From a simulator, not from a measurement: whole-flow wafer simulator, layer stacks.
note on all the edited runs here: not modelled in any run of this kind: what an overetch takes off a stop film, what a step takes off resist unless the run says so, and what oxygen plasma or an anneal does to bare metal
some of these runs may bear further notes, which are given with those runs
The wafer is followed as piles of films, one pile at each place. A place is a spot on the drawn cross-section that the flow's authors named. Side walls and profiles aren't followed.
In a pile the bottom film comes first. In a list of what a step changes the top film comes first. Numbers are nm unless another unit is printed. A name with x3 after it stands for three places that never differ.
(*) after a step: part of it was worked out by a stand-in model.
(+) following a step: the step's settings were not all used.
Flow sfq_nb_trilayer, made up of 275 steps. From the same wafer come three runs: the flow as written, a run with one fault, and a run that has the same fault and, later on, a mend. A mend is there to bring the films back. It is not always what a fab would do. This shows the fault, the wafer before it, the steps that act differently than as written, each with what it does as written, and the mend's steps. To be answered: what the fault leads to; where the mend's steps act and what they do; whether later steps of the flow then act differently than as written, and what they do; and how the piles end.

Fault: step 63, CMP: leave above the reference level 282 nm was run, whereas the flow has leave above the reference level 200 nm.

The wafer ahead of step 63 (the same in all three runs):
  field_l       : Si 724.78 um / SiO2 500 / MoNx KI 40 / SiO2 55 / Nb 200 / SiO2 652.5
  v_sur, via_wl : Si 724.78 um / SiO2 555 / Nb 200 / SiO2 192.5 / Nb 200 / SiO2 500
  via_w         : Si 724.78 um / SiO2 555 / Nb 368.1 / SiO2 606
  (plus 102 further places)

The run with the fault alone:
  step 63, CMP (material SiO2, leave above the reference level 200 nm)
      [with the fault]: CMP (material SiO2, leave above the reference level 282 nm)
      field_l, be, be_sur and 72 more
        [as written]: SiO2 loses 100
        [with the fault]: SiO2 loses 18
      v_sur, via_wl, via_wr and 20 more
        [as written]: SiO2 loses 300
        [with the fault]: SiO2 loses 218
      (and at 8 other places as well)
  Steps later in the flow that act otherwise than as written (4 other steps are not shown; they differ only slightly, by no more than 2% or 0.5 nm, whichever is larger):
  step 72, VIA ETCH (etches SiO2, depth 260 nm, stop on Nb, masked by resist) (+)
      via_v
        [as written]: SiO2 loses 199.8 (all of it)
        [with the fault]: SiO2 loses 260
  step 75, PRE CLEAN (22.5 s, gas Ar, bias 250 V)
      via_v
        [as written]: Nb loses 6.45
        [with the fault]: SiO2 loses 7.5
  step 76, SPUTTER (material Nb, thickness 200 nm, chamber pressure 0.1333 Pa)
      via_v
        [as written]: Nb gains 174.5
        [with the fault]: Nb gains 163.1 (new film)
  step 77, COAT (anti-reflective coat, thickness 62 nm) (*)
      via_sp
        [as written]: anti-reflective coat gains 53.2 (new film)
        [with the fault]: anti-reflective coat gains 51.9 (new film)
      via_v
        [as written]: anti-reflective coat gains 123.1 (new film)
        [with the fault]: anti-reflective coat gains 136.1 (new film)
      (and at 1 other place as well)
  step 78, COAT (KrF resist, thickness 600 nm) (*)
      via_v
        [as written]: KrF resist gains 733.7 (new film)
        [with the fault]: KrF resist gains 783.4 (new film)
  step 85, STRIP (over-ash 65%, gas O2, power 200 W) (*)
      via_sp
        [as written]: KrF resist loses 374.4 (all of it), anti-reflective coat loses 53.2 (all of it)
        [with the fault]: KrF resist loses 370.4 (all of it), anti-reflective coat loses 51.9 (all of it)
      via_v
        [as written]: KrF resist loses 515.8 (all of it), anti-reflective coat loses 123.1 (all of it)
        [with the fault]: KrF resist loses 565.3 (all of it), anti-reflective coat loses 136.1 (all of it)
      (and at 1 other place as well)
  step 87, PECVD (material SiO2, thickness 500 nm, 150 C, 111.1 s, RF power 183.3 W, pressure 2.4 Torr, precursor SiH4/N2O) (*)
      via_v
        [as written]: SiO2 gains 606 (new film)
        [with the fault]: SiO2 gains 678.7 (new film)
  The piles end different from the flow's at field_l, v_sur, via_wl and 103 more by more than 2% or 0.5 nm, whichever is larger.
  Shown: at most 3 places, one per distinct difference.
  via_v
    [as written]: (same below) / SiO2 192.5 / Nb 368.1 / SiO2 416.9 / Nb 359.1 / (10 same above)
    [with the fault]: (same below) / SiO2 192.5 / Nb 200 / SiO2 14.3 / Nb 163.1 / SiO2 489.6 / Nb 359.1 / (10 same above)
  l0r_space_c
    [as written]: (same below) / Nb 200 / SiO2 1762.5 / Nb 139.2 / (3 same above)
    [with the fault]: (same below) / Nb 200 / SiO2 1844.5 / Nb 139.2 / (3 same above)
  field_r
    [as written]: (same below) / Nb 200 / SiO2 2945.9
    [with the fault]: (same below) / Nb 200 / SiO2 3027.9

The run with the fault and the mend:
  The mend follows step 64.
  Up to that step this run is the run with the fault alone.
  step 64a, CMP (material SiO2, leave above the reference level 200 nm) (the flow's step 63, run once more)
      field_l, v_sur, via_wl and 103 more
        SiO2 loses 82
  None of the later steps of the flow acts differently than as written at any place that is followed.
  The piles end the same as the flow's at every place that both follow.
